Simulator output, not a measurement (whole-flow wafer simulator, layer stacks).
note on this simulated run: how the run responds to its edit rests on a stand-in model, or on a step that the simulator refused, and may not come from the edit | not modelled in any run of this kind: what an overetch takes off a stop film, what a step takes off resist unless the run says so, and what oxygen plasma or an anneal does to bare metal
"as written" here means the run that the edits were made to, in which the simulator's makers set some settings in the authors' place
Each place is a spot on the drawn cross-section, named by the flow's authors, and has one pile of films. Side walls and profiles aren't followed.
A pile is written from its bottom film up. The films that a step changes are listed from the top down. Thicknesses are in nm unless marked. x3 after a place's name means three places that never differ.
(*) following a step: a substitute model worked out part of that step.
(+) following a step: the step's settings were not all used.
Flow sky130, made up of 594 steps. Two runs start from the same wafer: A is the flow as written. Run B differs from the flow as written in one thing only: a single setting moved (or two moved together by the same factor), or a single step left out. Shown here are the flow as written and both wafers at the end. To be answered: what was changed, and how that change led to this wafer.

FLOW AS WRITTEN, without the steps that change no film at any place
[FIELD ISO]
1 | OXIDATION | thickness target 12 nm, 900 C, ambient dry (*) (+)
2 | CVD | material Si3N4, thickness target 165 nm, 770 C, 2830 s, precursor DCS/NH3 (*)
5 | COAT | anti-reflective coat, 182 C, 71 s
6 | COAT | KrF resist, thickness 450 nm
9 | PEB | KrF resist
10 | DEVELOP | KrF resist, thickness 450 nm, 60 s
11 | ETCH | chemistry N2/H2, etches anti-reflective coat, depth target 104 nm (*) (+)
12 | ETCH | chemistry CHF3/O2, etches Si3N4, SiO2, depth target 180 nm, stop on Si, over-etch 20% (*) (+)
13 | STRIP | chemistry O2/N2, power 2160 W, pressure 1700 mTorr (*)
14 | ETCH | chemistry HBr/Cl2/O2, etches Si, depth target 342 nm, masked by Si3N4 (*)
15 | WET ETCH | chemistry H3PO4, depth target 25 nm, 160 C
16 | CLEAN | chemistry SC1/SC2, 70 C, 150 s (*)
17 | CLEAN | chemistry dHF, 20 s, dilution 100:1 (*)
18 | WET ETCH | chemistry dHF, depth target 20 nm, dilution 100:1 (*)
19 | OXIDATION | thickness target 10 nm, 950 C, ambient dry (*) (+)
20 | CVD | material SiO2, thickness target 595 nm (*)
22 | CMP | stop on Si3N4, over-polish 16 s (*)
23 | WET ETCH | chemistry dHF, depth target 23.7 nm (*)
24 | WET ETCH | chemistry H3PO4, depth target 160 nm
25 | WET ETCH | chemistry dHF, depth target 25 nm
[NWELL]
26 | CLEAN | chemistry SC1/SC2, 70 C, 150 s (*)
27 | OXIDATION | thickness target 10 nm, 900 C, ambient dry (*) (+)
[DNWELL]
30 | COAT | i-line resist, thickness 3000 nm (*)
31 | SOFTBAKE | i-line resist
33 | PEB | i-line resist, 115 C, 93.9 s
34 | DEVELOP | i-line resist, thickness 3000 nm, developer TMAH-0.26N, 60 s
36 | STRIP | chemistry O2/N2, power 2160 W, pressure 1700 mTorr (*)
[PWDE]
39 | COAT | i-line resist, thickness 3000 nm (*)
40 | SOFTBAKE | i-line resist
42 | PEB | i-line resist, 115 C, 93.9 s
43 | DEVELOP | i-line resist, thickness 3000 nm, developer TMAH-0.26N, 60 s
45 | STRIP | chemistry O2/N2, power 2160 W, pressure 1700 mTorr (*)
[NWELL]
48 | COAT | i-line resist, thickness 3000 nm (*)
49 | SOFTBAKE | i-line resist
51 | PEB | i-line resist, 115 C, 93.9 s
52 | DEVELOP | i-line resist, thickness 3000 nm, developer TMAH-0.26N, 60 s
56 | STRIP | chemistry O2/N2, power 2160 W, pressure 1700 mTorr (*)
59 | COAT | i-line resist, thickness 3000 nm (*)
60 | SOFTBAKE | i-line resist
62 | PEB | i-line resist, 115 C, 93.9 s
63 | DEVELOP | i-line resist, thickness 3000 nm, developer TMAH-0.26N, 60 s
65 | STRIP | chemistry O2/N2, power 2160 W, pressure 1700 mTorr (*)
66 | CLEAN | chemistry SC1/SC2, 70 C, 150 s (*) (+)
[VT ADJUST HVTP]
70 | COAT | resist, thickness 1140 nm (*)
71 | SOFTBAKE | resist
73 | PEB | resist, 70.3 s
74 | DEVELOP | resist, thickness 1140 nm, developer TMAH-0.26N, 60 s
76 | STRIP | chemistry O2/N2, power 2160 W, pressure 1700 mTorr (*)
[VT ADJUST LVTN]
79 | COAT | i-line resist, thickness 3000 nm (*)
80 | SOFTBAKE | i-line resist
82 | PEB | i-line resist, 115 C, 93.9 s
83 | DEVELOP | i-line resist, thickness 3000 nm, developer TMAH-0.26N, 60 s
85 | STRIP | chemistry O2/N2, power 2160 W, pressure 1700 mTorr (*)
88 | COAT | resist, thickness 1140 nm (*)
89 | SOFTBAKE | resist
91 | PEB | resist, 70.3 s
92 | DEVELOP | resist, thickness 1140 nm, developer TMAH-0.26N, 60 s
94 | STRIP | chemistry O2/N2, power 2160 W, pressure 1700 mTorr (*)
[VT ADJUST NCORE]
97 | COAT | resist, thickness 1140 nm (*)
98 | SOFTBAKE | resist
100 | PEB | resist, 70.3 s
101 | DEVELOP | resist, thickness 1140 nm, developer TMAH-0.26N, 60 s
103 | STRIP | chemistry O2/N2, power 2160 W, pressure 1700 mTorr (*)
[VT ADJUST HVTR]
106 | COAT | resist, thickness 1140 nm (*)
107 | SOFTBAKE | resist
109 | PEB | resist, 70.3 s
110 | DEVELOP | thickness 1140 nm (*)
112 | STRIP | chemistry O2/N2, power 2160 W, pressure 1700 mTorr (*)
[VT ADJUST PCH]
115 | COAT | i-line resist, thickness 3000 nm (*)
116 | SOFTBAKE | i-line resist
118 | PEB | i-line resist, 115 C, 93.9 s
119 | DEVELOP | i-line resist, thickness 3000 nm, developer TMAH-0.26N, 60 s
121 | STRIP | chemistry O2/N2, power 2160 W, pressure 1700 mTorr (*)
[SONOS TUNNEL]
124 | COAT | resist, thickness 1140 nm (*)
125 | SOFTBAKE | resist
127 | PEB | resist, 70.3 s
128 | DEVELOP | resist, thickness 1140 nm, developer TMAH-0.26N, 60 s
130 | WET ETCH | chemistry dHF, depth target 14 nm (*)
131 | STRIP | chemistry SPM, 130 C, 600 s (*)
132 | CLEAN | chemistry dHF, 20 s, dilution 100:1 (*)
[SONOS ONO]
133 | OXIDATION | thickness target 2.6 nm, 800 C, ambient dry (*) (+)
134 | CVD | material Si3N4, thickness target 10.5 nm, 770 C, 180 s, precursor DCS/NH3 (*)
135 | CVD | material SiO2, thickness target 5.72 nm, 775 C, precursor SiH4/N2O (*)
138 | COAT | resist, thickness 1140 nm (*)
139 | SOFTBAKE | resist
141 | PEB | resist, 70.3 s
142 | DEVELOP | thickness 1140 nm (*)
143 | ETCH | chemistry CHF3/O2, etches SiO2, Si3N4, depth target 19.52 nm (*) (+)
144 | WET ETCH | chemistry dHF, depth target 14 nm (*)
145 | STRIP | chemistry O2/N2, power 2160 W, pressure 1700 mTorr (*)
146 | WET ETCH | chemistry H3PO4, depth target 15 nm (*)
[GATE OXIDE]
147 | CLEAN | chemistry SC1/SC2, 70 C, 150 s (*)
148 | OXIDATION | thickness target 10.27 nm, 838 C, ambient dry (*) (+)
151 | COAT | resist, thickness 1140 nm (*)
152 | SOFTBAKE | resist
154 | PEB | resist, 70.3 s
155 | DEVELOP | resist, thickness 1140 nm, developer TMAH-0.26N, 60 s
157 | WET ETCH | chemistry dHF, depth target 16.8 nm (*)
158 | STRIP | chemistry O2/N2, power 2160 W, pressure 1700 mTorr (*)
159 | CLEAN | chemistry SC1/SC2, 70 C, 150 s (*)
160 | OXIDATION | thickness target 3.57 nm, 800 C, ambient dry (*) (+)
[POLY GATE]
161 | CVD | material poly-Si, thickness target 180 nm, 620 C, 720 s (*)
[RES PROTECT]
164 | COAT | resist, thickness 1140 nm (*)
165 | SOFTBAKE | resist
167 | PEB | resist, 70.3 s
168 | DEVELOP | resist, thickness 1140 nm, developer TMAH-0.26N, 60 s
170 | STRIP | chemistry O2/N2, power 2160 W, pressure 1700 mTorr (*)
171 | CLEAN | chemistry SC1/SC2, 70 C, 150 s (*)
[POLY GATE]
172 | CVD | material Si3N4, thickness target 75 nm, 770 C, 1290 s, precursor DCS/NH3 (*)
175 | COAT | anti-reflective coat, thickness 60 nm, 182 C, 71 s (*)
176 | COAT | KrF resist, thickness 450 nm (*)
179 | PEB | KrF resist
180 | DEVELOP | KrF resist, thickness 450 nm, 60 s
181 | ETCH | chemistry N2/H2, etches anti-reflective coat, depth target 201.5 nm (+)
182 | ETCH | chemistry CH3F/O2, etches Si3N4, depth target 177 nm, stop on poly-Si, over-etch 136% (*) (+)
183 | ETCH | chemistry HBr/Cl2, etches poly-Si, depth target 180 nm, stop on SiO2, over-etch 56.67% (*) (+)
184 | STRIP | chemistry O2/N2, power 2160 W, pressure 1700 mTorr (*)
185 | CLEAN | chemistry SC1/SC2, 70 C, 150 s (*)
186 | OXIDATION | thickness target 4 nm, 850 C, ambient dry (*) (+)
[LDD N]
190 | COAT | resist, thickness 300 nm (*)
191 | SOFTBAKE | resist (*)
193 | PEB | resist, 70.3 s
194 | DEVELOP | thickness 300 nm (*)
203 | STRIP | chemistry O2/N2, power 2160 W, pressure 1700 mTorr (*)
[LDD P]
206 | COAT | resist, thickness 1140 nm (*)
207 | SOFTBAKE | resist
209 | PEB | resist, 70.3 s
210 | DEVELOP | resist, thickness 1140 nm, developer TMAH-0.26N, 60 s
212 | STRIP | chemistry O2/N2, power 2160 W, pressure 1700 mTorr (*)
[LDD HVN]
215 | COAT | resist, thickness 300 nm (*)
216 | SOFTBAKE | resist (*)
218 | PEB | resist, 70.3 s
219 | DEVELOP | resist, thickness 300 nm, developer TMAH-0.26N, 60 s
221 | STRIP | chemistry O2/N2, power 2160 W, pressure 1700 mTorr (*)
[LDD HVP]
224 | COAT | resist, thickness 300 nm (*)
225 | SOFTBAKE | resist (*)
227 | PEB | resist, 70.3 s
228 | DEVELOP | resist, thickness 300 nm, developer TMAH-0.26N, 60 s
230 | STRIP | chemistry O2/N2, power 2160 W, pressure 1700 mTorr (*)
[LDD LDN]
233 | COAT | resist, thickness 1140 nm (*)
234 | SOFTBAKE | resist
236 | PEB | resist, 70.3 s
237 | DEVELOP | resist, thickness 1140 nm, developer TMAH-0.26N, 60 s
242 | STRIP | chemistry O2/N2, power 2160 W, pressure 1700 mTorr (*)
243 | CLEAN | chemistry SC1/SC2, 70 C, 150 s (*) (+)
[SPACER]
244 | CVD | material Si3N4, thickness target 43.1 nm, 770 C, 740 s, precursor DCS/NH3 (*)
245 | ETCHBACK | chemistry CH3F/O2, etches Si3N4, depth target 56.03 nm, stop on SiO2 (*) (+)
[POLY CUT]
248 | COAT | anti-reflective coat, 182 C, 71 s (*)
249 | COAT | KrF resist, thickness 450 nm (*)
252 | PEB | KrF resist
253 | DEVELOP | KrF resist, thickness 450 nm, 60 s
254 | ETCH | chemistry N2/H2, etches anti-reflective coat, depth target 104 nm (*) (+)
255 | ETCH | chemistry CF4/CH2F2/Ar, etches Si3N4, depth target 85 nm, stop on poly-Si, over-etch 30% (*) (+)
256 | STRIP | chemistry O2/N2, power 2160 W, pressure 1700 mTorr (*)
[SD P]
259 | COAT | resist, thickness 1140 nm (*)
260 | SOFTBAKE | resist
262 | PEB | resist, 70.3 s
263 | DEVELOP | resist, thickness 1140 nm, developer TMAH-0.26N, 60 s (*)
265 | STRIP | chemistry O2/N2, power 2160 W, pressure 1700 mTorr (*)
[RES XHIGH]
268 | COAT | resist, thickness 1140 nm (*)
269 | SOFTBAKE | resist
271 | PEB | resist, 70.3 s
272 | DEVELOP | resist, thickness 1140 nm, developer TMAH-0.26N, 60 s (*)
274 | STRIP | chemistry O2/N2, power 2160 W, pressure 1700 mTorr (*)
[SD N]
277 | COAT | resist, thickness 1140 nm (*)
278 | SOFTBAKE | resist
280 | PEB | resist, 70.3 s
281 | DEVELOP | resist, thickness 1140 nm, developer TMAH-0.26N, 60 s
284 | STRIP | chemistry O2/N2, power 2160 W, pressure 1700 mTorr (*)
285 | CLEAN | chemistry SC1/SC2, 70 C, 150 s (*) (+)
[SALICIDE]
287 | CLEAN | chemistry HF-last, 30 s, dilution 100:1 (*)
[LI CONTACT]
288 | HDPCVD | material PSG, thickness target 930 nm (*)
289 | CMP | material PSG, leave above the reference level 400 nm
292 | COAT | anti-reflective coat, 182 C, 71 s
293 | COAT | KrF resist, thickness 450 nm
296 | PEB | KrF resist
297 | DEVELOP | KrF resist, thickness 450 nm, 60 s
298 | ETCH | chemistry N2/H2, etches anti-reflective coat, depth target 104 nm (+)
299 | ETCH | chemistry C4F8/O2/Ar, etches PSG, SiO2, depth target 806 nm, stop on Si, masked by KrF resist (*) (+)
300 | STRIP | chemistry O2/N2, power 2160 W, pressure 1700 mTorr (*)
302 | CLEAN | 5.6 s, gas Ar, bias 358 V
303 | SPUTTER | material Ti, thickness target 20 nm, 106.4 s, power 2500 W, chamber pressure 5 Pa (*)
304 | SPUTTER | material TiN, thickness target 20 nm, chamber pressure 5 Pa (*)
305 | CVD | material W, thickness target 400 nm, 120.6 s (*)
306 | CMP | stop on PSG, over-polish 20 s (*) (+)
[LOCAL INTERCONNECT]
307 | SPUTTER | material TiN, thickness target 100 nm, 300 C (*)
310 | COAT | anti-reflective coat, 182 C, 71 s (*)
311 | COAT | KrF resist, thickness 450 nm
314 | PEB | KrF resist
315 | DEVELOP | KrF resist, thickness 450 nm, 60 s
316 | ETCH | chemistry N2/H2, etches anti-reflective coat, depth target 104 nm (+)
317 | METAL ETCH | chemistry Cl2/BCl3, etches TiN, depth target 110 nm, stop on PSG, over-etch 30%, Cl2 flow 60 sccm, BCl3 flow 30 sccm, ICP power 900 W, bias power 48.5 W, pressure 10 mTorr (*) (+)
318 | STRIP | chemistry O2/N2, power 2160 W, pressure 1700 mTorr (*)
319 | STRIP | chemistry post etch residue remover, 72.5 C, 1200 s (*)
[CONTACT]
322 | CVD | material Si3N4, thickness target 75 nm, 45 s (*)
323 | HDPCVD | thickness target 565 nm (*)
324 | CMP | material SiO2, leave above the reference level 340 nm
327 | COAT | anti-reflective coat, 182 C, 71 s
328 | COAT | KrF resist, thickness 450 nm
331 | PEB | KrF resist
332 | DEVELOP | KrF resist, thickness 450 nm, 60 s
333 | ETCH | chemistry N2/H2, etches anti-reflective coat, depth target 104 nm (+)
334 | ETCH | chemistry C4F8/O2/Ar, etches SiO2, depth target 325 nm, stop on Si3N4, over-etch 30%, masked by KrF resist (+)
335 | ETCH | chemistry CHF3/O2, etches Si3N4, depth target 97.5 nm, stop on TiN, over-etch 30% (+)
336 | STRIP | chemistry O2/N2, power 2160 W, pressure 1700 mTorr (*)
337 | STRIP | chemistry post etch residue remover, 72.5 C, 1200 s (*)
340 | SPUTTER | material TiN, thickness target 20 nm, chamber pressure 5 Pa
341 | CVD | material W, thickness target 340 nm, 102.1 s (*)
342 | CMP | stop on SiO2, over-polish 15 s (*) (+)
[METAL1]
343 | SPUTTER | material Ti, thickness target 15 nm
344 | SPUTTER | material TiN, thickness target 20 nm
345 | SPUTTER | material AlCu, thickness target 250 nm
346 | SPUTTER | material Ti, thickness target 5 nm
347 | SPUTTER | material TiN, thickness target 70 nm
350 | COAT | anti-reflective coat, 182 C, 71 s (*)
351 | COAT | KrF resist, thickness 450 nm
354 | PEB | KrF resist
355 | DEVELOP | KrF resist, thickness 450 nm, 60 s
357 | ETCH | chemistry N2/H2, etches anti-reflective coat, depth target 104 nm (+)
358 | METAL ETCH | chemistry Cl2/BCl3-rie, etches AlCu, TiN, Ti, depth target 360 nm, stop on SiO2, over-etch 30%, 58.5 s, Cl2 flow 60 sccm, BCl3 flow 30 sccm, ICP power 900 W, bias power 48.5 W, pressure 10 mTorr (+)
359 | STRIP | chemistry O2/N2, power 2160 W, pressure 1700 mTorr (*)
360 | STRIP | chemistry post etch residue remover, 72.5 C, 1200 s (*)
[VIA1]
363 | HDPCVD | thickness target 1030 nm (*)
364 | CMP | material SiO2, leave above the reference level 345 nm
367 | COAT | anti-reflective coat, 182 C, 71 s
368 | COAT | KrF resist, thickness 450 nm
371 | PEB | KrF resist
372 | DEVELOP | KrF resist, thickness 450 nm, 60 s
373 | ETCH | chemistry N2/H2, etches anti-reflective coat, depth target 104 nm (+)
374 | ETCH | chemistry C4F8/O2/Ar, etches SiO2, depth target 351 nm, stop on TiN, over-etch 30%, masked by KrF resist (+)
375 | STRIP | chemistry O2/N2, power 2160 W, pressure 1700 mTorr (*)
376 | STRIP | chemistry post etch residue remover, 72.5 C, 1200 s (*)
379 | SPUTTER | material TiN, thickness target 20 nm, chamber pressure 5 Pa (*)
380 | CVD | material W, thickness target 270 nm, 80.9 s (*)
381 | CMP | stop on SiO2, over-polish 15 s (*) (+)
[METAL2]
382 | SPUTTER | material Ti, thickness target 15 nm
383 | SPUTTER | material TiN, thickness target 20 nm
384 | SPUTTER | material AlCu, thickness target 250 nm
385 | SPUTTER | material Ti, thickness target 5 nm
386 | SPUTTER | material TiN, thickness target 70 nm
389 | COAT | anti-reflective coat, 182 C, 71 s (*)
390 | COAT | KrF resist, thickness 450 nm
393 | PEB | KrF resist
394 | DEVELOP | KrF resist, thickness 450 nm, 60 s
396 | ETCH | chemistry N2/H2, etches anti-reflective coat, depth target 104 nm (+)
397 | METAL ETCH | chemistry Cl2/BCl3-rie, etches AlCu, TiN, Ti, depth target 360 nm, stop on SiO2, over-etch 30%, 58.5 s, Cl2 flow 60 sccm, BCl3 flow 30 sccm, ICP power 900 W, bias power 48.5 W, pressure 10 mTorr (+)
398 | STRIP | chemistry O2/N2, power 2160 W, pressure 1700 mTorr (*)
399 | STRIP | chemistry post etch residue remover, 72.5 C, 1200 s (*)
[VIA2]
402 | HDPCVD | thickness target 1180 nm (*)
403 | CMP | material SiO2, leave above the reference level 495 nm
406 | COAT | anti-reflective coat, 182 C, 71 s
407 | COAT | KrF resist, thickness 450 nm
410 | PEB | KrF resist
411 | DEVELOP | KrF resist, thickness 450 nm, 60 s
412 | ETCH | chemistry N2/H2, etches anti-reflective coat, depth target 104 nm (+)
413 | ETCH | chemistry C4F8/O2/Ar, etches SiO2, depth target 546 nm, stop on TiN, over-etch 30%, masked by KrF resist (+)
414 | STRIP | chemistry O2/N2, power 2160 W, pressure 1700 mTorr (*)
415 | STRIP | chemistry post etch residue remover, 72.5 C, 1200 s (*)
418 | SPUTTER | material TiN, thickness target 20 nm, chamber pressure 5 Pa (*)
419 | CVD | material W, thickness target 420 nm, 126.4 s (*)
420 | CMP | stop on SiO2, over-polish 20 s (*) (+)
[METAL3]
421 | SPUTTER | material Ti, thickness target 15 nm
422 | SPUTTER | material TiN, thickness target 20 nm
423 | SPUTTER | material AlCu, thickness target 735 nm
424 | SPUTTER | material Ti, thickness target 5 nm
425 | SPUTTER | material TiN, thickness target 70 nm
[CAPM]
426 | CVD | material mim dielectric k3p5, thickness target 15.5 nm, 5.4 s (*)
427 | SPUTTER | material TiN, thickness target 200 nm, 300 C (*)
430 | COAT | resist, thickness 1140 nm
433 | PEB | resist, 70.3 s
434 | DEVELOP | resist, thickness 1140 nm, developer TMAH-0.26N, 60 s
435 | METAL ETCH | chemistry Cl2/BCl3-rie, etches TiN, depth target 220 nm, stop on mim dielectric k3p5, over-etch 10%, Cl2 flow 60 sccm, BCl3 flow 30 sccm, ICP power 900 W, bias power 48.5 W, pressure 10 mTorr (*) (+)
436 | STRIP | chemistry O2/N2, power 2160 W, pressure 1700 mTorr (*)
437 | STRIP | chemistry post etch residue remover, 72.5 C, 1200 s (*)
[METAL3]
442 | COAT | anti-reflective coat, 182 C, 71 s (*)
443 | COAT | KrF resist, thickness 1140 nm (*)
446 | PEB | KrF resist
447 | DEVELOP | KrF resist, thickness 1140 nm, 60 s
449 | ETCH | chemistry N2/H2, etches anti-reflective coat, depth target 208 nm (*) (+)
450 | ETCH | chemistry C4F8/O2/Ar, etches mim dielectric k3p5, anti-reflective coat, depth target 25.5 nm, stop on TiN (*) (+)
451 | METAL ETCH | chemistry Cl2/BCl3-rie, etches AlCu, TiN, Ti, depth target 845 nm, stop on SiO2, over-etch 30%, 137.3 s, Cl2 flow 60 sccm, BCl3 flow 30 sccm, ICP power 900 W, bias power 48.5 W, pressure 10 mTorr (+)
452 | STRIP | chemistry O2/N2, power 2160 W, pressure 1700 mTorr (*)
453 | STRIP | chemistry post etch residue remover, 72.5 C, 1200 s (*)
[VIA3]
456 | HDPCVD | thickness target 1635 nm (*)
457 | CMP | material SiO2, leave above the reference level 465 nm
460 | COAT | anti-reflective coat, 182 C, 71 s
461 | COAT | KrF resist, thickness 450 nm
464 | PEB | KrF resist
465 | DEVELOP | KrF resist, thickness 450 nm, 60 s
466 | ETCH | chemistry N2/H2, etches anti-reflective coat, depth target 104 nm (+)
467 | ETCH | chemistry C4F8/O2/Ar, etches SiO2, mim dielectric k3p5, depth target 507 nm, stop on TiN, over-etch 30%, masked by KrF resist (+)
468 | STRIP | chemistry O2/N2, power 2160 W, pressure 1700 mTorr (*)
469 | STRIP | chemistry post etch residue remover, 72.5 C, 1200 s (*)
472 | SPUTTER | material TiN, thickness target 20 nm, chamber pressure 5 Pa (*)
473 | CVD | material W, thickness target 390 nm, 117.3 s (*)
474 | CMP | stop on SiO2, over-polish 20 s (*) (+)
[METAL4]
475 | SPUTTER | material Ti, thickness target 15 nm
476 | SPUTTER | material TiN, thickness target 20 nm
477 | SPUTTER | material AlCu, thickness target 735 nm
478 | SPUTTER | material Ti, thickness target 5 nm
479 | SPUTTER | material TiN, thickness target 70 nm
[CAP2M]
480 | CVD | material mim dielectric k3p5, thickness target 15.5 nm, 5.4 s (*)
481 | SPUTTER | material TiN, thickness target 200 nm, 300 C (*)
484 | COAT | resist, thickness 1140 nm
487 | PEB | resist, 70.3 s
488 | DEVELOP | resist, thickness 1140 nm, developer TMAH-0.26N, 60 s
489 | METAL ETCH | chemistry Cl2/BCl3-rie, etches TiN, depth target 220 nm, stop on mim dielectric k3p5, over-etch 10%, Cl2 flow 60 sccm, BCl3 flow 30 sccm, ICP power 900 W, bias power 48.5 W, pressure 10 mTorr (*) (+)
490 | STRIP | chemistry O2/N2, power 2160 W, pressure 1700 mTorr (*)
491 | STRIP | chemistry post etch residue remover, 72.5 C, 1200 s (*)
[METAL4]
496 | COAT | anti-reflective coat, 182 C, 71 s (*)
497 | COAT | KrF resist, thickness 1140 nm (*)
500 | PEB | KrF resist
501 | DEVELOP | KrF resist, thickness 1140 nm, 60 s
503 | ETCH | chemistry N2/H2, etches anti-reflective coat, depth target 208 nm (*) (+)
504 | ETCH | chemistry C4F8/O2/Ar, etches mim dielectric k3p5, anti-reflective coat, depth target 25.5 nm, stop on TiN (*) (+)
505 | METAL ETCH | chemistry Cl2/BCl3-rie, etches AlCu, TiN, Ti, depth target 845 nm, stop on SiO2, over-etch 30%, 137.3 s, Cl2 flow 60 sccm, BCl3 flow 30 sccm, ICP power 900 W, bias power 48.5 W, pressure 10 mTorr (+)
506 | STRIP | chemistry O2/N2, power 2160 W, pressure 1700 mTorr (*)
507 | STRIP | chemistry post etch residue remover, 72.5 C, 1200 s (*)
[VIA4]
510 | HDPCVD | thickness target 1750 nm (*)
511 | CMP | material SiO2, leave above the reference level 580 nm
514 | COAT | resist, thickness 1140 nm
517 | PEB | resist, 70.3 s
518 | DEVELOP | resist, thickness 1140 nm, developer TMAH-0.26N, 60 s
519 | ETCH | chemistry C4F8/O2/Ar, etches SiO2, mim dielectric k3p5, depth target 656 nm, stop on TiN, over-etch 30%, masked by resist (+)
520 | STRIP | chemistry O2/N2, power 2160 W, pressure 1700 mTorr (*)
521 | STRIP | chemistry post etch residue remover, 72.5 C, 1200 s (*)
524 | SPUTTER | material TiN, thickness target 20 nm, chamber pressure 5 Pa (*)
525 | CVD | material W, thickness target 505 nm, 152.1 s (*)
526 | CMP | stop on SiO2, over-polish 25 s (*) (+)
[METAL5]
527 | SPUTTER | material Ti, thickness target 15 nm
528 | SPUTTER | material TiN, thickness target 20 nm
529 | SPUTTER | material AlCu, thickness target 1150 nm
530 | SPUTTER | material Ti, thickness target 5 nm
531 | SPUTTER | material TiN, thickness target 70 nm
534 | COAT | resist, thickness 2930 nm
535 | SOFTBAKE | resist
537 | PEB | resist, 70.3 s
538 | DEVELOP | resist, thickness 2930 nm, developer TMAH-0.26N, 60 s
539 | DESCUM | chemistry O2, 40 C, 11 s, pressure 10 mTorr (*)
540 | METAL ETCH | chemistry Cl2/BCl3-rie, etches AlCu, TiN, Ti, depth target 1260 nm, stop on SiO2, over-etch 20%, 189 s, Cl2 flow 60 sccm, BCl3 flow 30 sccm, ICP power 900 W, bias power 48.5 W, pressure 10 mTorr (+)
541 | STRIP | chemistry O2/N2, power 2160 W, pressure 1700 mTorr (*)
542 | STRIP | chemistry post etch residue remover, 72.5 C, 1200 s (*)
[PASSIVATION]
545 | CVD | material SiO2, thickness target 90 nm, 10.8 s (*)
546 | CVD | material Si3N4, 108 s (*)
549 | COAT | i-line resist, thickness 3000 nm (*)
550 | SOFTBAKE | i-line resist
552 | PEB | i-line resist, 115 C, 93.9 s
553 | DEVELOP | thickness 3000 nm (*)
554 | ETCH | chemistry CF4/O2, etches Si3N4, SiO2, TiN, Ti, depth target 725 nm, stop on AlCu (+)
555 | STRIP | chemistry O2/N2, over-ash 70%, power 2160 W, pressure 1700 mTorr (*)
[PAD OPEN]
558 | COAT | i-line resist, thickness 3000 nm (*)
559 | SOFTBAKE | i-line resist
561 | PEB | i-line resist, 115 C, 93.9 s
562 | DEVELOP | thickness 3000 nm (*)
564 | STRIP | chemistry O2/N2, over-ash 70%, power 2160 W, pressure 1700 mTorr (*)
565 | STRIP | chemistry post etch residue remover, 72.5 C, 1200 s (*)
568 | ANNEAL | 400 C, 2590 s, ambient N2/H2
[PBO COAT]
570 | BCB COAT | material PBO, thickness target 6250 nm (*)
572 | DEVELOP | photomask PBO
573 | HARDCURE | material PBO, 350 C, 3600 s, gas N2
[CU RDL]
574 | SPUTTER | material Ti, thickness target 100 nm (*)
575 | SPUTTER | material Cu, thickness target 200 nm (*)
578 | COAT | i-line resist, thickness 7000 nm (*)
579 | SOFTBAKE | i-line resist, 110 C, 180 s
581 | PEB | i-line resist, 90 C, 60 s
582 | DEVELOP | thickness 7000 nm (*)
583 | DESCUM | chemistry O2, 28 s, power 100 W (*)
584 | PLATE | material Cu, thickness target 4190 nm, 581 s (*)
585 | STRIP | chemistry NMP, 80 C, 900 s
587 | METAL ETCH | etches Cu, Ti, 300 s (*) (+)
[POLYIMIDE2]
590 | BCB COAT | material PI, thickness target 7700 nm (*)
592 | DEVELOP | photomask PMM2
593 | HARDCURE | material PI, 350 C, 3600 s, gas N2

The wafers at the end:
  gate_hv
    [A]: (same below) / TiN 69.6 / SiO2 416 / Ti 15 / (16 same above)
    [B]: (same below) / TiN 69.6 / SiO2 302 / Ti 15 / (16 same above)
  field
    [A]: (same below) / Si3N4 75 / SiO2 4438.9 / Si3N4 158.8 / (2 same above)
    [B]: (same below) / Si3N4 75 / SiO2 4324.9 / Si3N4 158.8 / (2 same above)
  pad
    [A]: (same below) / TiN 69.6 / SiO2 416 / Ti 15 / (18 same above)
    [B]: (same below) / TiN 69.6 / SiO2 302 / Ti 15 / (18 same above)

The reason: step 403, CMP: leave above the reference level 381 nm was run, whereas the flow has leave above the reference level 495 nm.

How this came from the change, step by step:
  403 | CMP | material SiO2, leave above the reference level 495 nm
      n_well, p_well, gate_hv and 101 more: A -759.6 SiO2 | B -873.6 SiO2
      field, active, gate and 82 more: A -389.1 SiO2 | B -503.1 SiO2
      (as well as at 2 more places)
  413 | ETCH | chemistry C4F8/O2/Ar, etches SiO2, depth target 546 nm, stop on TiN, over-etch 30%, masked by KrF resist (+)
      field, active, n_well and 186 more: A -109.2 KrF resist | B -79.6 KrF resist
      m1: A -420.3 SiO2 (all of it) | B -306.3 SiO2 (all of it)
      (as well as at 1 more place)
  414 | STRIP | chemistry O2/N2, power 2160 W, pressure 1700 mTorr (*)
      field, active, n_well and 186 more: A -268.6 KrF resist (all of it), -80 anti-reflective coat (all of it) | B -298.2 KrF resist (all of it), -80 anti-reflective coat (all of it)
  418 | SPUTTER | material TiN, thickness target 20 nm, chamber pressure 5 Pa (*)
      m1: A +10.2 TiN | B +11.8 TiN
      via2_hole: A +10.2 TiN | B +11.7 TiN
  419 | CVD | material W, thickness target 420 nm, 126.4 s (*)
      m1: A +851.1 W (new film) | B +735.5 W (new film)
      via2_hole: A +850.7 W (new film) | B +735.1 W (new film)
